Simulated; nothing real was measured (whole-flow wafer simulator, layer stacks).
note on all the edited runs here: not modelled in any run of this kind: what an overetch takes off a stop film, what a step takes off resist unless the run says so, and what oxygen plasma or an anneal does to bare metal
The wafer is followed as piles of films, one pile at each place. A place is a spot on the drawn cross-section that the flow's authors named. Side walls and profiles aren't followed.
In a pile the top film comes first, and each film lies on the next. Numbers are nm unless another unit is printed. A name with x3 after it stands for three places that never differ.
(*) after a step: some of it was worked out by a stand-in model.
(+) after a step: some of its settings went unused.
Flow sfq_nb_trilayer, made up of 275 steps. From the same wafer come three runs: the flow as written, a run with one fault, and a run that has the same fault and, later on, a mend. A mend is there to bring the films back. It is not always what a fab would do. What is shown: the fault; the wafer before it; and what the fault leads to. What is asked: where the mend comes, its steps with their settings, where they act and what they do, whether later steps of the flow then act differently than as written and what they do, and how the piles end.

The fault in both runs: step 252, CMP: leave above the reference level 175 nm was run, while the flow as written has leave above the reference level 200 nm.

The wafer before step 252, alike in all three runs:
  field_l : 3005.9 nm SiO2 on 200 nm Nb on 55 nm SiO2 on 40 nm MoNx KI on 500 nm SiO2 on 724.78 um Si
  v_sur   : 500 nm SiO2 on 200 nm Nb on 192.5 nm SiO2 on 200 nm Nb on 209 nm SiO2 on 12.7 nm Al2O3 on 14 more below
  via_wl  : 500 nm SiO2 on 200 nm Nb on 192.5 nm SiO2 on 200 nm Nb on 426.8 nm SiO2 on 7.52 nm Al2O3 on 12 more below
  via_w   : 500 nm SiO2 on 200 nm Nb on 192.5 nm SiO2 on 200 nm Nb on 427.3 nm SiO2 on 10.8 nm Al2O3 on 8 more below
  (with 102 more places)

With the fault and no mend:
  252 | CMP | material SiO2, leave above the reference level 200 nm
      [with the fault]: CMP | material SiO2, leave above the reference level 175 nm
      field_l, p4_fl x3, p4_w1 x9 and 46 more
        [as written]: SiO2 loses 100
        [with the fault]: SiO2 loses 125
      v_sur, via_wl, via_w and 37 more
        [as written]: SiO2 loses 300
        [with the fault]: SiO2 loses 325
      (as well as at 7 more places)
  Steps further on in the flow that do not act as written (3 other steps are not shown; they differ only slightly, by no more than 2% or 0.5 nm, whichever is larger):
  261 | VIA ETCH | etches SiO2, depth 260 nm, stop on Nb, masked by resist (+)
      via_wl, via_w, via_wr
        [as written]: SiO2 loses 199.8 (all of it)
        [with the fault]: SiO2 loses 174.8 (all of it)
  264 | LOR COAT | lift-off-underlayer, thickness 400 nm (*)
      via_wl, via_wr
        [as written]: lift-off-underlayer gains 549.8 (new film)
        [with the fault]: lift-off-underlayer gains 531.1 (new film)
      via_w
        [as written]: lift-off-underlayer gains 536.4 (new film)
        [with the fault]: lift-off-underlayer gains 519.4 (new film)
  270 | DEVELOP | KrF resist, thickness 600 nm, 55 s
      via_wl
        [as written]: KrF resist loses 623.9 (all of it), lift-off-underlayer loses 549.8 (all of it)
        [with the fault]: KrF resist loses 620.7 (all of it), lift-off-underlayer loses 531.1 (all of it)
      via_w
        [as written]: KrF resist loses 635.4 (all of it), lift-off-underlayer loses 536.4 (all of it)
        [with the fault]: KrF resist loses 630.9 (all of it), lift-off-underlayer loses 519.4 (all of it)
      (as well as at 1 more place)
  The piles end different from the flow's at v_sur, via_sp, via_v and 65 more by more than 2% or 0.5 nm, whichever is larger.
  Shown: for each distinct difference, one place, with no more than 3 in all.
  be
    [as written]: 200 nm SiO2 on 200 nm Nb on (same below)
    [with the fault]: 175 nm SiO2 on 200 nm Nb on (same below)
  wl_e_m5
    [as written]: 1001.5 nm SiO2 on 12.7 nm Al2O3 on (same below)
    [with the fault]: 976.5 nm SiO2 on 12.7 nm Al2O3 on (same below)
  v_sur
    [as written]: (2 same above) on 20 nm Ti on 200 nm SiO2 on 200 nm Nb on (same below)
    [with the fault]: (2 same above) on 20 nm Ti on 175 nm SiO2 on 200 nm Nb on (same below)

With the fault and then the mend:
  After step 253 comes the mend.
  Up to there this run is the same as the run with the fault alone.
  253a | PECVD | material SiO2, thickness 25 nm, 150 C, 5.556 s, RF power 183.3 W, pressure 2.4 Torr, precursor SiH4/N2O (the flow's step 251 again, with other settings)
      field_l, v_sur, via_wl and 103 more
        SiO2 gains 25
  Every later step of the flow that is run acts as written at every place that is followed.
  By the end, the piles equal the flow's at every place that both follow.
